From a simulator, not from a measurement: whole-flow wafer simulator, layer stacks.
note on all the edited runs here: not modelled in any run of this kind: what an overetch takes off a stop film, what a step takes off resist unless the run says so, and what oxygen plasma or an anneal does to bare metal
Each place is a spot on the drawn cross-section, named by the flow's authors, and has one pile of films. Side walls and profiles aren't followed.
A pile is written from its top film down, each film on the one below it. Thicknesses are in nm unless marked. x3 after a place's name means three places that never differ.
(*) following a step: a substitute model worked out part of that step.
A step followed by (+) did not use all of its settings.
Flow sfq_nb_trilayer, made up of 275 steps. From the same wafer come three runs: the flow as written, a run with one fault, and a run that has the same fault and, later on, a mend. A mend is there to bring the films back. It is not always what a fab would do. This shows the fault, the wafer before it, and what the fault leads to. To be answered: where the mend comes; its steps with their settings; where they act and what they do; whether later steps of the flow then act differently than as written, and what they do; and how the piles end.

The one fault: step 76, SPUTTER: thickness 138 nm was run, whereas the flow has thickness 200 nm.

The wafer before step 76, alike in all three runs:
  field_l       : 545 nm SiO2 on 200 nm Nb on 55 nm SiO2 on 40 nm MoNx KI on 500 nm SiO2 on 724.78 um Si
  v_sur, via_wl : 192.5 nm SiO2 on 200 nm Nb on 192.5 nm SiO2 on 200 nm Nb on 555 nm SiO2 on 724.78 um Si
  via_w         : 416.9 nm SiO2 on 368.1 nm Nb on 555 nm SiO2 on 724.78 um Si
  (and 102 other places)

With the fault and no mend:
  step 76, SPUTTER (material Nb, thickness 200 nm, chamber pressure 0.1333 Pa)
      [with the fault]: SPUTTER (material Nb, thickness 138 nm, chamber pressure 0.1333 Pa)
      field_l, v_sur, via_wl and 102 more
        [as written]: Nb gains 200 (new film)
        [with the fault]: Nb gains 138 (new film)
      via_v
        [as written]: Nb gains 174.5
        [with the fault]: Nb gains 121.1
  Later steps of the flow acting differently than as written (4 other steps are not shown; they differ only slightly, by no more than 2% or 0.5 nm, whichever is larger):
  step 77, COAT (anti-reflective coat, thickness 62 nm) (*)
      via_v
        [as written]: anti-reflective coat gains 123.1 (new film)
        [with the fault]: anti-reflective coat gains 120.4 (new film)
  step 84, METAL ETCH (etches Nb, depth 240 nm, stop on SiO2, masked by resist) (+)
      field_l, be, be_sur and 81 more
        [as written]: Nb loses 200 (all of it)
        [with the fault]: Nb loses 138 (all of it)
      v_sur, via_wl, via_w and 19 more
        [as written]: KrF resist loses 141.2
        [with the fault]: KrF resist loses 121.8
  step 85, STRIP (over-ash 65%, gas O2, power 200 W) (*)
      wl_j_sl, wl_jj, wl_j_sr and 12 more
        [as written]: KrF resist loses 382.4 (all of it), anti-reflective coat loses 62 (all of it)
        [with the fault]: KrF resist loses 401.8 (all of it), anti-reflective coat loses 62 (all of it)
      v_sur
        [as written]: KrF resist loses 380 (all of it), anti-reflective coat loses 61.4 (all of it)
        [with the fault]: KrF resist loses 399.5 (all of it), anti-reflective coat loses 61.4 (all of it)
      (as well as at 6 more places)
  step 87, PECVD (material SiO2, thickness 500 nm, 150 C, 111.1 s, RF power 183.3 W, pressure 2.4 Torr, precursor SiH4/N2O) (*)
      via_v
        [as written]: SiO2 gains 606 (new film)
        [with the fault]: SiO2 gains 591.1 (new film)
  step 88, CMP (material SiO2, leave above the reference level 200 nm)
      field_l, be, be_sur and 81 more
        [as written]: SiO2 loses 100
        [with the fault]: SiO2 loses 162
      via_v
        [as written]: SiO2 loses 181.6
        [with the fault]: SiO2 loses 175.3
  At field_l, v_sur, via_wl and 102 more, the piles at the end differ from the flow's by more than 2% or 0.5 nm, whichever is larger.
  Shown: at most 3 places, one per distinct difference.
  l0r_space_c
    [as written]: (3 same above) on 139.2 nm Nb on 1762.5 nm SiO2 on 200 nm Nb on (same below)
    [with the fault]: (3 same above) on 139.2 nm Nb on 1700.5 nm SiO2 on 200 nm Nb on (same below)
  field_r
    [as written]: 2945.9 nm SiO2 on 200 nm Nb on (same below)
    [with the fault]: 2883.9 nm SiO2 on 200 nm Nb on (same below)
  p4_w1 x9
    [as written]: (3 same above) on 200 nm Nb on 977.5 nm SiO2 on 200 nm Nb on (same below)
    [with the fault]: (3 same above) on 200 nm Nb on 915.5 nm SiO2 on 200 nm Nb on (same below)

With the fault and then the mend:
  After step 76 comes the mend.
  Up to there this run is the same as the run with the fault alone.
  step 76a, SPUTTER (material Nb, thickness 62 nm, chamber pressure 0.1333 Pa) (the flow's step 76, run once more with other settings)
      field_l, v_sur, via_wl and 102 more
        Nb gains 62
      via_v
        Nb gains 49.1
  None of the later steps of the flow differs from how it acts as written, at any place that is followed, by more than 2% or 0.5 nm, whichever is larger.
  At the end the piles are close to the flow's at the places that both follow, differing by at most 2% or 0.5 nm, whichever is larger.
